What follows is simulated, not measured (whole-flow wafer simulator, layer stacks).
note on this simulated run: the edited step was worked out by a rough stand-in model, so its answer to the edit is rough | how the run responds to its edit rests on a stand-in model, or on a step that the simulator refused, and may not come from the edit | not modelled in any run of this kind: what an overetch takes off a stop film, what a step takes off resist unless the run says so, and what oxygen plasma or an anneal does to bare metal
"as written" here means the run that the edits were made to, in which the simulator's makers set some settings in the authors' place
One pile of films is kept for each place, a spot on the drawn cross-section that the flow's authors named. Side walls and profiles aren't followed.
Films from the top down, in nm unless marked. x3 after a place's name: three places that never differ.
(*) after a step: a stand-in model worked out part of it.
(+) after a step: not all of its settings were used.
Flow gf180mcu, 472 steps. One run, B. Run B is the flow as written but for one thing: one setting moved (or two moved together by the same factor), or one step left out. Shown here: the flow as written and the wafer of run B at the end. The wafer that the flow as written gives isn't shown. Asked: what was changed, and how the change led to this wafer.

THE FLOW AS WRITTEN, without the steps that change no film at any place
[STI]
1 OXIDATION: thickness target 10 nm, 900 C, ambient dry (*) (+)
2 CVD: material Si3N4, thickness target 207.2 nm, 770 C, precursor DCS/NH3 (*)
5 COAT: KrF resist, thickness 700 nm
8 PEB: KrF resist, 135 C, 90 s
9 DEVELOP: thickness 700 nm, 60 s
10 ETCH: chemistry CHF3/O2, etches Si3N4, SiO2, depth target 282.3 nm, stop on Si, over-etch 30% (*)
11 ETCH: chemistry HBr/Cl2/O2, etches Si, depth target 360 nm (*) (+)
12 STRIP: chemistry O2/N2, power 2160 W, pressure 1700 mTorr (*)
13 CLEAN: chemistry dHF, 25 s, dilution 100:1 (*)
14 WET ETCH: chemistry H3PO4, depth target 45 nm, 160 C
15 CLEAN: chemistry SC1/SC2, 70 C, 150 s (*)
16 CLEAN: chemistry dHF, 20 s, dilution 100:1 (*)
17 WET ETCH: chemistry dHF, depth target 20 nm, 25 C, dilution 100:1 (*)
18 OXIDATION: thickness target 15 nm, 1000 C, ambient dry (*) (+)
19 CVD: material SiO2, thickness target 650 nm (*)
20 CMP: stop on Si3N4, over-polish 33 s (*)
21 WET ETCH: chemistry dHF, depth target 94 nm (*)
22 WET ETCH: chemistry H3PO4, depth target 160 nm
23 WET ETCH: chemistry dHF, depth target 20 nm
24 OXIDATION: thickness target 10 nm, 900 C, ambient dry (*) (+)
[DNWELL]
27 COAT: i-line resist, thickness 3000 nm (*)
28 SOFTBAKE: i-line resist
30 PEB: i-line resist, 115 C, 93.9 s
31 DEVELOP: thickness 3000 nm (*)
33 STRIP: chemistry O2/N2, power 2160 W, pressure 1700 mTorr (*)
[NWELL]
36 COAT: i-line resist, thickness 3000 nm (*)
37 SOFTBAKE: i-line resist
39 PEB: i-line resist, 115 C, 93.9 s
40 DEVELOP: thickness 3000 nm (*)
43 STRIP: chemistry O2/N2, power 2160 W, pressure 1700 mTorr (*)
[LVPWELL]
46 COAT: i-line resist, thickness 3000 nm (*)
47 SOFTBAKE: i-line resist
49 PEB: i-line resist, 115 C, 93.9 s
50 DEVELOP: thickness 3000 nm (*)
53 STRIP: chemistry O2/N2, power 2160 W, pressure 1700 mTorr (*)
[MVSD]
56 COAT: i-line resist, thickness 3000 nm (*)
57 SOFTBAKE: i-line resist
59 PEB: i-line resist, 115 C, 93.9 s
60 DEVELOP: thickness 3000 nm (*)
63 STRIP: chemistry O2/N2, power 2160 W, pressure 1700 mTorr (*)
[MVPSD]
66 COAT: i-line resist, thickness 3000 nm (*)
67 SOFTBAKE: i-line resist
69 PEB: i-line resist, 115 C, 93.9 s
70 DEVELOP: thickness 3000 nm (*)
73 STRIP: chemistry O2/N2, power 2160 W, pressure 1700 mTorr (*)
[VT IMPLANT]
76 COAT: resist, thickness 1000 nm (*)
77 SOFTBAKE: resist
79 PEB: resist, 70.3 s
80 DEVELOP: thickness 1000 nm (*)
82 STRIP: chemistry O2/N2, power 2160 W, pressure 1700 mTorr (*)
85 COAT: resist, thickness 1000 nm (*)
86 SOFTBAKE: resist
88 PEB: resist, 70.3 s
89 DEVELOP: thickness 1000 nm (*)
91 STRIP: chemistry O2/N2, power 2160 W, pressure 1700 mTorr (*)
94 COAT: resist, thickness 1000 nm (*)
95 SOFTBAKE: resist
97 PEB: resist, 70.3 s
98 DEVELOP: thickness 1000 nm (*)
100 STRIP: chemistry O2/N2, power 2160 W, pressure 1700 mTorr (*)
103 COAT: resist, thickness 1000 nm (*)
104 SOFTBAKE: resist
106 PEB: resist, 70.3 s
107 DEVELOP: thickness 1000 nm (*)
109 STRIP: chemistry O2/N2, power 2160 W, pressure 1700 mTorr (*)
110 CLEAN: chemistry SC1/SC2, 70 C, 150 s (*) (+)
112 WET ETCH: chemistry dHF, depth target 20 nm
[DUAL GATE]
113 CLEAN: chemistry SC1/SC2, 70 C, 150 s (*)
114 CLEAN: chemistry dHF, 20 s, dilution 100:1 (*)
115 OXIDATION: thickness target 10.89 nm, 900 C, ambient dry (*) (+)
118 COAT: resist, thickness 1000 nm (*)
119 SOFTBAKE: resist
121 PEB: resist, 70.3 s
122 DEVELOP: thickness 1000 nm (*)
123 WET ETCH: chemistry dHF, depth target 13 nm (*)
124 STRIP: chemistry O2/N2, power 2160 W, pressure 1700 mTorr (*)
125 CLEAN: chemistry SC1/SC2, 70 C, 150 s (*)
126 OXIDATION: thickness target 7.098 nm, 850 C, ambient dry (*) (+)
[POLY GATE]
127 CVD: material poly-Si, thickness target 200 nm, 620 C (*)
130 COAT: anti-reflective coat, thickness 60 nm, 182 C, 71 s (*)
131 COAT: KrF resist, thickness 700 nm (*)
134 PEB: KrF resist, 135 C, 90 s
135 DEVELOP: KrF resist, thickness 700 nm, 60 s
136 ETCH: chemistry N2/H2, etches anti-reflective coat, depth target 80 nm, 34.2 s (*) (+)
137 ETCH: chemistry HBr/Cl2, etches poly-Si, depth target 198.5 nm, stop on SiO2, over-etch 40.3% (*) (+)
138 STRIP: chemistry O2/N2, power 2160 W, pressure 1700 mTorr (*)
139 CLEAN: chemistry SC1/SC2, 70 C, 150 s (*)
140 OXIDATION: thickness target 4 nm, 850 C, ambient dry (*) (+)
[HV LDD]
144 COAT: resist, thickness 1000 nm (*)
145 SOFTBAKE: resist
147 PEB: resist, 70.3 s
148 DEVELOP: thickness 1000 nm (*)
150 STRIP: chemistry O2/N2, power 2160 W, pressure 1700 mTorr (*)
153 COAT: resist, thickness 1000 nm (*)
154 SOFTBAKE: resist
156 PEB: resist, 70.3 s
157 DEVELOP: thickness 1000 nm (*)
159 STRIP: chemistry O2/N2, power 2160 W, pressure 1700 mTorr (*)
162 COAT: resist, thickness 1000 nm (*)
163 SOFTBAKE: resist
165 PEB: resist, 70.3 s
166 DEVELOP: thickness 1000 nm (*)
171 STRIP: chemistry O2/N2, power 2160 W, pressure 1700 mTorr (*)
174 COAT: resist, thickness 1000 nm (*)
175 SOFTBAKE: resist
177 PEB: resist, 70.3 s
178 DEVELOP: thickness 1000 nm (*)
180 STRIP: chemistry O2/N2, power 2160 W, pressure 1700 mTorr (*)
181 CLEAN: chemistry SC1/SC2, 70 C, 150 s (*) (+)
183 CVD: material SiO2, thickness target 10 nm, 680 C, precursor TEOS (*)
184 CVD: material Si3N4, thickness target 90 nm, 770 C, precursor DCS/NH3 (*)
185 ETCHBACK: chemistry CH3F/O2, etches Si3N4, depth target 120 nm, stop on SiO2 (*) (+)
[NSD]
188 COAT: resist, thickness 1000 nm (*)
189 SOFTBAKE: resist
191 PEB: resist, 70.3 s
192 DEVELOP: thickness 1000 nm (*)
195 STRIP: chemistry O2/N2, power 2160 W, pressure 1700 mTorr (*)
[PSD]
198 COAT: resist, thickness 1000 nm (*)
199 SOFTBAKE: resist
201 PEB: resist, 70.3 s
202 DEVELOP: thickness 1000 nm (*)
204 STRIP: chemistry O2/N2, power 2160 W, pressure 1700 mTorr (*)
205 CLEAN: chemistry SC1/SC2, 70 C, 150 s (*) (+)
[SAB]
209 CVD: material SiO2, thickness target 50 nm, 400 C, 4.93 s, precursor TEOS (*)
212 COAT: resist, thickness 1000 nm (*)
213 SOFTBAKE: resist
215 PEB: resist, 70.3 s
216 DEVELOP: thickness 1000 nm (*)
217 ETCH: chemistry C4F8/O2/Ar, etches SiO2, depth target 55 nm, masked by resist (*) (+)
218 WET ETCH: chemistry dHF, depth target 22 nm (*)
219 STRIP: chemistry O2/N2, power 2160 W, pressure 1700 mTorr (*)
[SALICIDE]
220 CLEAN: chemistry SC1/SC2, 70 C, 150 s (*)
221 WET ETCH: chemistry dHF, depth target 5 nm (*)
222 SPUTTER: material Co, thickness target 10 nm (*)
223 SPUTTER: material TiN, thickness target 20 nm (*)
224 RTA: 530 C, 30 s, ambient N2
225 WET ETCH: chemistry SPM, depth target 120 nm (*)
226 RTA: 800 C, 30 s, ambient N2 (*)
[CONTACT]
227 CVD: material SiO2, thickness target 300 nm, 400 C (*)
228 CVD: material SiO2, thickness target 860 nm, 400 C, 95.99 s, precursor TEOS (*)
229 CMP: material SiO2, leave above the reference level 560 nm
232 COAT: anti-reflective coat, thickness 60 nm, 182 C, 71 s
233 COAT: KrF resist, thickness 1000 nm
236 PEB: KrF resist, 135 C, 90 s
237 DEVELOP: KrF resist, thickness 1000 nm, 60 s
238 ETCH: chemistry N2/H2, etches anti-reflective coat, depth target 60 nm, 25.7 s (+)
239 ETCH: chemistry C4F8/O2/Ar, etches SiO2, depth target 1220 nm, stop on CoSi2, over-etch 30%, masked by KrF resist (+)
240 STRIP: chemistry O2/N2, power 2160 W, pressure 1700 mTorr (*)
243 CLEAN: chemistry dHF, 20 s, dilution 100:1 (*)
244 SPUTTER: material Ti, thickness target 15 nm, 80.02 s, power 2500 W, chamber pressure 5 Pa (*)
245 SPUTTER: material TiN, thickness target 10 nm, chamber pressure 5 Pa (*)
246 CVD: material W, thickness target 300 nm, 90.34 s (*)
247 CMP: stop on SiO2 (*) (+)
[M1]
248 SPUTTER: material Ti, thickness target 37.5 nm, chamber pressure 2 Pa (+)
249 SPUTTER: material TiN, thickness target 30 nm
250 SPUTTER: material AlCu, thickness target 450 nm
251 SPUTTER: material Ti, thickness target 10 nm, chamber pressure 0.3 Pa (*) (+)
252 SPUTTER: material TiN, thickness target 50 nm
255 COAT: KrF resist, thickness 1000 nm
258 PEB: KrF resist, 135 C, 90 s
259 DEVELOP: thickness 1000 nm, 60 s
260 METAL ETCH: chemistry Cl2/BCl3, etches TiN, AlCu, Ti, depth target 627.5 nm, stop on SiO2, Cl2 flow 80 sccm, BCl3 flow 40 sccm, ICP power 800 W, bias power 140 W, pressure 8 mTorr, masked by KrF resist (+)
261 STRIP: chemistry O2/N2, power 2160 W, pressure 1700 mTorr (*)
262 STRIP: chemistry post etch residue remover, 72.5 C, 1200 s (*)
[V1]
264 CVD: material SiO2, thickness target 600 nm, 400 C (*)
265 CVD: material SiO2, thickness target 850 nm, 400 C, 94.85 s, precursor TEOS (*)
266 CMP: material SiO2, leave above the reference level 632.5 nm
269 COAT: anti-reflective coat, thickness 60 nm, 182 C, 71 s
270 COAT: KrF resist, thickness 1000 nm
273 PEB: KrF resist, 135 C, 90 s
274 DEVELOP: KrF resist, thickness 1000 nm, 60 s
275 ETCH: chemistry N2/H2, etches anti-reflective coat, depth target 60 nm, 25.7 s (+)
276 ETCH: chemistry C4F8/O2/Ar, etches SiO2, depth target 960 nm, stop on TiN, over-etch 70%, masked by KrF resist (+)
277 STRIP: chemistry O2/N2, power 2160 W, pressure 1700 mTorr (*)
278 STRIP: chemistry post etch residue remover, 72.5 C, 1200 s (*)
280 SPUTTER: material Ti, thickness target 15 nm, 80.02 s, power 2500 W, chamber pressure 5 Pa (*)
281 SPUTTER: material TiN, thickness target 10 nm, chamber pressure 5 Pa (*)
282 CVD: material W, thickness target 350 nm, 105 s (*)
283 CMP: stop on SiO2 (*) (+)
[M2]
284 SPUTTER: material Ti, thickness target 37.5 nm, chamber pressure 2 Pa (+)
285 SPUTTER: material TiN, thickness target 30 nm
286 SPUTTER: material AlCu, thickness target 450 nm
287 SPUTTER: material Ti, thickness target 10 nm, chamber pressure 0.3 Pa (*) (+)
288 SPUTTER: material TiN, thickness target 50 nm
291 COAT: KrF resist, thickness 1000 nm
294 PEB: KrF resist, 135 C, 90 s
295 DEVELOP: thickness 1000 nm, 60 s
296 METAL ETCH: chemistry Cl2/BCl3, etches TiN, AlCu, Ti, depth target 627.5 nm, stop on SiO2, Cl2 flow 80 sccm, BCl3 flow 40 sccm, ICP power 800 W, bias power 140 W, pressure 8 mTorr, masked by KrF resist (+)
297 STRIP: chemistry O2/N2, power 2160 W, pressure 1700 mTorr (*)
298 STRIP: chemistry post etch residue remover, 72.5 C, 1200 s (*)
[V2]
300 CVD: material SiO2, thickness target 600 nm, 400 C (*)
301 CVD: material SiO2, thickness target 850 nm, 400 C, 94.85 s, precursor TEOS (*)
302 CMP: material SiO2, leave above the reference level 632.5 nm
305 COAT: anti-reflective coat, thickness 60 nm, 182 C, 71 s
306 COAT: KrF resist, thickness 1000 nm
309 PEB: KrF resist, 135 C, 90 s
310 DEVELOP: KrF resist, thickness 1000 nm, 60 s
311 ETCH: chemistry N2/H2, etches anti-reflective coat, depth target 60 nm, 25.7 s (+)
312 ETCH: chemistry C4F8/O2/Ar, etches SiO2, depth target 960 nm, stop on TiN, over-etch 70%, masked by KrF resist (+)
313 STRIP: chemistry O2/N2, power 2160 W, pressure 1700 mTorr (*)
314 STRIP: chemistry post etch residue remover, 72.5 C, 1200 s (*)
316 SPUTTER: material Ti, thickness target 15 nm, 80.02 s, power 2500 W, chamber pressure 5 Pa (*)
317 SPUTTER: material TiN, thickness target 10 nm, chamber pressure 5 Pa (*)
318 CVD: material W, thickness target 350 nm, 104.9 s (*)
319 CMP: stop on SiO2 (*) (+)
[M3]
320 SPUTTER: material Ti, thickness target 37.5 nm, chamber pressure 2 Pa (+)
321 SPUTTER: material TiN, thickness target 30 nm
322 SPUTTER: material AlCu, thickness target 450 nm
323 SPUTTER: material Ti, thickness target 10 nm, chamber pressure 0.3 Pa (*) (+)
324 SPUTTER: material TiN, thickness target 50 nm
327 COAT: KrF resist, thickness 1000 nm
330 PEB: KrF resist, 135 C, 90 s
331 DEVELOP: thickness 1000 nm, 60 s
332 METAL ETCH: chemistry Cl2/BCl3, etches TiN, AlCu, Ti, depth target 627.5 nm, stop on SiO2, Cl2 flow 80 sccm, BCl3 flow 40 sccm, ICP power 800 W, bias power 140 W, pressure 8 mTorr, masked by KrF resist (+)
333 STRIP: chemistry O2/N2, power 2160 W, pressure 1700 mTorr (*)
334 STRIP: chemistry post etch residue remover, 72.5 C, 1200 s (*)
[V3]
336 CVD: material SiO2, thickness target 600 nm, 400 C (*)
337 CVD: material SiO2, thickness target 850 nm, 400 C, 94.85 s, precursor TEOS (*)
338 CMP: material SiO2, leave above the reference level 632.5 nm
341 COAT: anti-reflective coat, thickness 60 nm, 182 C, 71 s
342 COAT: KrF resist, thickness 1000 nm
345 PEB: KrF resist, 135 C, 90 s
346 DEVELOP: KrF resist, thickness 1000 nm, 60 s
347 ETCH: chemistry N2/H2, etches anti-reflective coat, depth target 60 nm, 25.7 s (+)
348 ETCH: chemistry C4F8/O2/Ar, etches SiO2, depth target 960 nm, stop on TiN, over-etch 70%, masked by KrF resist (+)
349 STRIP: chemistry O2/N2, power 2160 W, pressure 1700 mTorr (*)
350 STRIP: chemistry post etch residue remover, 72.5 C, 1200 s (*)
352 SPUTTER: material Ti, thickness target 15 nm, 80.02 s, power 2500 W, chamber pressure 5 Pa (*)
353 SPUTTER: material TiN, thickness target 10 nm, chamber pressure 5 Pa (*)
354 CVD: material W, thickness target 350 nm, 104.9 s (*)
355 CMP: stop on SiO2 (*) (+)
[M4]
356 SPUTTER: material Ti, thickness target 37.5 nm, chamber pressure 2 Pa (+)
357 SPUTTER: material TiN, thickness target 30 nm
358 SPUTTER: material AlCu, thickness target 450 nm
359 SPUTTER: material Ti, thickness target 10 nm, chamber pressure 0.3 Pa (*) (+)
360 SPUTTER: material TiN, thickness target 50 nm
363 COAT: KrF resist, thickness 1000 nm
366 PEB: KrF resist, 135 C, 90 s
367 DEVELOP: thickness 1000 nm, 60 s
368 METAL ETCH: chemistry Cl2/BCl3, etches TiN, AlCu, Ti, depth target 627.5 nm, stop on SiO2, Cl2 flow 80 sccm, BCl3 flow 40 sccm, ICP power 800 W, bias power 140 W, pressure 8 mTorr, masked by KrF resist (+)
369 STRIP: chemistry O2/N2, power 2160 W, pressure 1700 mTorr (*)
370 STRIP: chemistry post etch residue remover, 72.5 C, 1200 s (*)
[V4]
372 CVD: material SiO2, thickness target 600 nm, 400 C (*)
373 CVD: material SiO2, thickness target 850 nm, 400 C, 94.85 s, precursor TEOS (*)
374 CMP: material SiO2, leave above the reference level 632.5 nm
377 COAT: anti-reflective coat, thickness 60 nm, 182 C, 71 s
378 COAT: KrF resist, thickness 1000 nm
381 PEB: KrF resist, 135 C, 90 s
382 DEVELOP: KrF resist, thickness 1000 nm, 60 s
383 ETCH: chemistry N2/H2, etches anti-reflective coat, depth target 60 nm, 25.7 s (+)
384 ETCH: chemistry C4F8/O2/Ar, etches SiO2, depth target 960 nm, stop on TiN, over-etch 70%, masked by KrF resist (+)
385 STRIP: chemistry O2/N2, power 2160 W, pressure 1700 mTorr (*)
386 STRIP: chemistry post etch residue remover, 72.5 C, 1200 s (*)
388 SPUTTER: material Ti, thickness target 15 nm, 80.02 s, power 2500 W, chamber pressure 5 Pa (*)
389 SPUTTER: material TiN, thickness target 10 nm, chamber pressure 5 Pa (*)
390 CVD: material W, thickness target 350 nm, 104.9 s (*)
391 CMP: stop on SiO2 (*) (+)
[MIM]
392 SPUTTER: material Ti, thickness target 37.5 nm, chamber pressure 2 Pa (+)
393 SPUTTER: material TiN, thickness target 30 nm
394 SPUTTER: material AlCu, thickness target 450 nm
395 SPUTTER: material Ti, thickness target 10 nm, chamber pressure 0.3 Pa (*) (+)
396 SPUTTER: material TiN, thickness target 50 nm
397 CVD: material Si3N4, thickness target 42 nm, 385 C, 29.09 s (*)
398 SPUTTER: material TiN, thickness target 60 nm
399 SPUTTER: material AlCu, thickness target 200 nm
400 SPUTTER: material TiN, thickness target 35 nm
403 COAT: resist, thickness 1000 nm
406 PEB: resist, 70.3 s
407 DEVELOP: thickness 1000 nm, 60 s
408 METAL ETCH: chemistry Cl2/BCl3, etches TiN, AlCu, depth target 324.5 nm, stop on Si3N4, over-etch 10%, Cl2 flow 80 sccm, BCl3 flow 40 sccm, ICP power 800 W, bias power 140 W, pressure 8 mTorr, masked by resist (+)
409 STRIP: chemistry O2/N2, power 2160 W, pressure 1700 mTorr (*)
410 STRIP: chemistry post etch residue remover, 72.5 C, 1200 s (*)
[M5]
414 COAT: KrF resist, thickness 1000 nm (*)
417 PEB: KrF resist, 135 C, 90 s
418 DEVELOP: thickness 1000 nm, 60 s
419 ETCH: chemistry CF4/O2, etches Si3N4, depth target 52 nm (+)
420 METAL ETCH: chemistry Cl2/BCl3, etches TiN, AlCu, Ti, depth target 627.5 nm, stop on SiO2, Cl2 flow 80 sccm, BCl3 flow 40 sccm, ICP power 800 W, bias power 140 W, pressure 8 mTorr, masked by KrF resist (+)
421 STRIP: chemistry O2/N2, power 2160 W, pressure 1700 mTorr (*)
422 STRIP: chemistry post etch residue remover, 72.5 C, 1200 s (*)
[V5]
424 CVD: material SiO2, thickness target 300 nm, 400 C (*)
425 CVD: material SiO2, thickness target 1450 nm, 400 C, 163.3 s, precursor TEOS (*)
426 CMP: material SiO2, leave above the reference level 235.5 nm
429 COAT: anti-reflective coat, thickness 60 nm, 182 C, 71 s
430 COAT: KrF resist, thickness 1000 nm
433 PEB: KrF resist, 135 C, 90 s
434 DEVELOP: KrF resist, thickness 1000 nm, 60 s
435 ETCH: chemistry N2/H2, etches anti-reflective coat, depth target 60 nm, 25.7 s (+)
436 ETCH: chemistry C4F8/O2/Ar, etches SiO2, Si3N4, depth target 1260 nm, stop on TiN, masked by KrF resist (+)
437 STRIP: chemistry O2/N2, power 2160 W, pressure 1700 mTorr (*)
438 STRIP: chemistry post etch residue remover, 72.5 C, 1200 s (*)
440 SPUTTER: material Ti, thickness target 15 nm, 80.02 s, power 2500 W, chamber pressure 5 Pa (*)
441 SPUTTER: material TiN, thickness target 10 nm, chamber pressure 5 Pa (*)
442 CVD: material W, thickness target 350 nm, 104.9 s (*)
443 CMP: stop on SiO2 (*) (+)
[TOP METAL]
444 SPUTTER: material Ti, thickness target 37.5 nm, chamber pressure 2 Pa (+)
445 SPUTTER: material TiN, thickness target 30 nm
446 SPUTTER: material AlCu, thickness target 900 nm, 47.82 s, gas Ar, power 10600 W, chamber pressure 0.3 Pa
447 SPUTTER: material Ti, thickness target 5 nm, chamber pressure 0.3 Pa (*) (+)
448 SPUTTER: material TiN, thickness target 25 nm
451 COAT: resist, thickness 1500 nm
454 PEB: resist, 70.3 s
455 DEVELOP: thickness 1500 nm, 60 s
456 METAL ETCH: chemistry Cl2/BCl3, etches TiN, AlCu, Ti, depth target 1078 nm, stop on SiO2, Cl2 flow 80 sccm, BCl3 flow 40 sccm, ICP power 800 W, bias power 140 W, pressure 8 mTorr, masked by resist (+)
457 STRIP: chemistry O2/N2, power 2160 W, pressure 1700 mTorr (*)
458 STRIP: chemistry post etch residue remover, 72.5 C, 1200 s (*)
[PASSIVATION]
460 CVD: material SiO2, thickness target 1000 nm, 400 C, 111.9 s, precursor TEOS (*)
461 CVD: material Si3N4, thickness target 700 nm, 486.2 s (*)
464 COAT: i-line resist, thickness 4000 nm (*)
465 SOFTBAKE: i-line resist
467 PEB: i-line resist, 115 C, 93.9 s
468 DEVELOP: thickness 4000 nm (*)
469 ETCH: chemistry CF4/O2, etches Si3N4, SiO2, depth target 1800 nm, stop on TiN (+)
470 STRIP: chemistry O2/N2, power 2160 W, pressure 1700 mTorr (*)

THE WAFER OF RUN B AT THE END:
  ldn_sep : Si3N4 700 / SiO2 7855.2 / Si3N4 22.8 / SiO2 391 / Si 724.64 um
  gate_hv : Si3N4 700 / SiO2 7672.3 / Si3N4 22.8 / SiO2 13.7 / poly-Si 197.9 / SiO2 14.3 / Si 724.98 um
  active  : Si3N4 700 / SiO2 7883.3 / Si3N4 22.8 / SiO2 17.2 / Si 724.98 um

The cause: step 185, ETCHBACK: depth target 63 nm was run, where the flow has depth target 120 nm.

How the change led to this, step by step:
  185 ETCHBACK: chemistry CH3F/O2, etches Si3N4, depth target 120 nm, stop on SiO2 (*) (+)
      field, field__w1, field__w2 and 100 more: Si3N4 -63 (as written it would be: Si3N4 -90 (all of it), SiO2 -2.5)
  188 COAT: resist, thickness 1000 nm (*)
      spacer: resist +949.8 (new film) (as written it would be: resist +920.2 (new film))
  189 SOFTBAKE: resist
      field__w9: resist -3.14 (as written it would be: resist +6.92)
      nw_enc_fld_lv: resist +5.57 (as written it would be: resist +0.86)
  191 PEB: resist, 70.3 s
      spacer: resist -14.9 (as written it would be: resist -14.3)
  192 DEVELOP: thickness 1000 nm (*)
      spacer: resist -934.9 (all of it) (as written it would be: resist -905.9 (all of it))
  198 COAT: resist, thickness 1000 nm (*)
      spacer: resist +949.8 (new film) (as written it would be: resist +920.2 (new film))
  199 SOFTBAKE: resist
      field__w9: resist -3.14 (as written it would be: resist +6.92)
      nw_enc_fld_lv: resist +5.57 (as written it would be: resist +0.86)
  201 PEB: resist, 70.3 s
      spacer: resist -14.9 (as written it would be: resist -14.3)
  204 STRIP: chemistry O2/N2, power 2160 W, pressure 1700 mTorr (*)
      spacer: resist -934.9 (all of it) (as written it would be: resist -905.9 (all of it))
  205 CLEAN: chemistry SC1/SC2, 70 C, 150 s (*) (+)
      field, field__w1, field__w2 and 105 more: Si3N4 -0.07 (as written it would be: SiO2 -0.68)
  209 CVD: material SiO2, thickness target 50 nm, 400 C, 4.93 s, precursor TEOS (*)
      field, field__w7, field__w8 and 73 more: SiO2 +50 (new film) (as written it would be: SiO2 +50)
      field_sub__w1, field_sub__w3, field_sub__w4, field_sub__w5, ld_drift_n: SiO2 +48.8 (new film) (as written it would be: SiO2 +48.9)
      (and at 27 more places)
  212 COAT: resist, thickness 1000 nm (*)
      spacer: resist +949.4 (new film) (as written it would be: resist +919.4 (new film))
  215 PEB: resist, 70.3 s
      spacer: resist -14.9 (as written it would be: resist -14.3)
  216 DEVELOP: thickness 1000 nm (*)
      spacer: resist -934.5 (all of it) (as written it would be: resist -905.1 (all of it))
  217 ETCH: chemistry C4F8/O2/Ar, etches SiO2, depth target 55 nm, masked by resist (*) (+)
      field, field__w7, field__w8 and 70 more: SiO2 -50 (all of it), Si3N4 -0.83 (as written it would be: SiO2 -55)
      field_sub__w1, field_sub__w3, field_sub__w4, field_sub__w5, ld_drift_n: SiO2 -48.8 (all of it), Si3N4 -1.03 (as written it would be: SiO2 -55)
      (and at 21 more places)
  218 WET ETCH: chemistry dHF, depth target 22 nm (*)
      gate, gate_hv, gate_p and 23 more: Si3N4 -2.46 (as written it would be: SiO2 -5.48 (all of it))
      field, field__w10, sti and 14 more: Si3N4 -2.46 (as written it would be: SiO2 -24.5)
      (and at 56 more places)
  ... 12 more steps ...
  471 ANNEAL: 400 C, 1800 s, ambient N2/H2
      polyc_n, polyc_p: under 9 films: void +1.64 (new film), Ti -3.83, TiSi first +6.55 (new film), poly-Si -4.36 (as written it would be: nothing)
      contact: under 49 films: void +1.62 (new film), Ti -3.83, TiSi first +6.55 (new film), Si -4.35 (as written it would be: nothing)
Counting metal films that touch as one body, gate_hv has 0 bodies; the flow as written gives 1 body.
Counting metal films that touch as one body, active has 0 bodies; the flow as written gives 1 body.
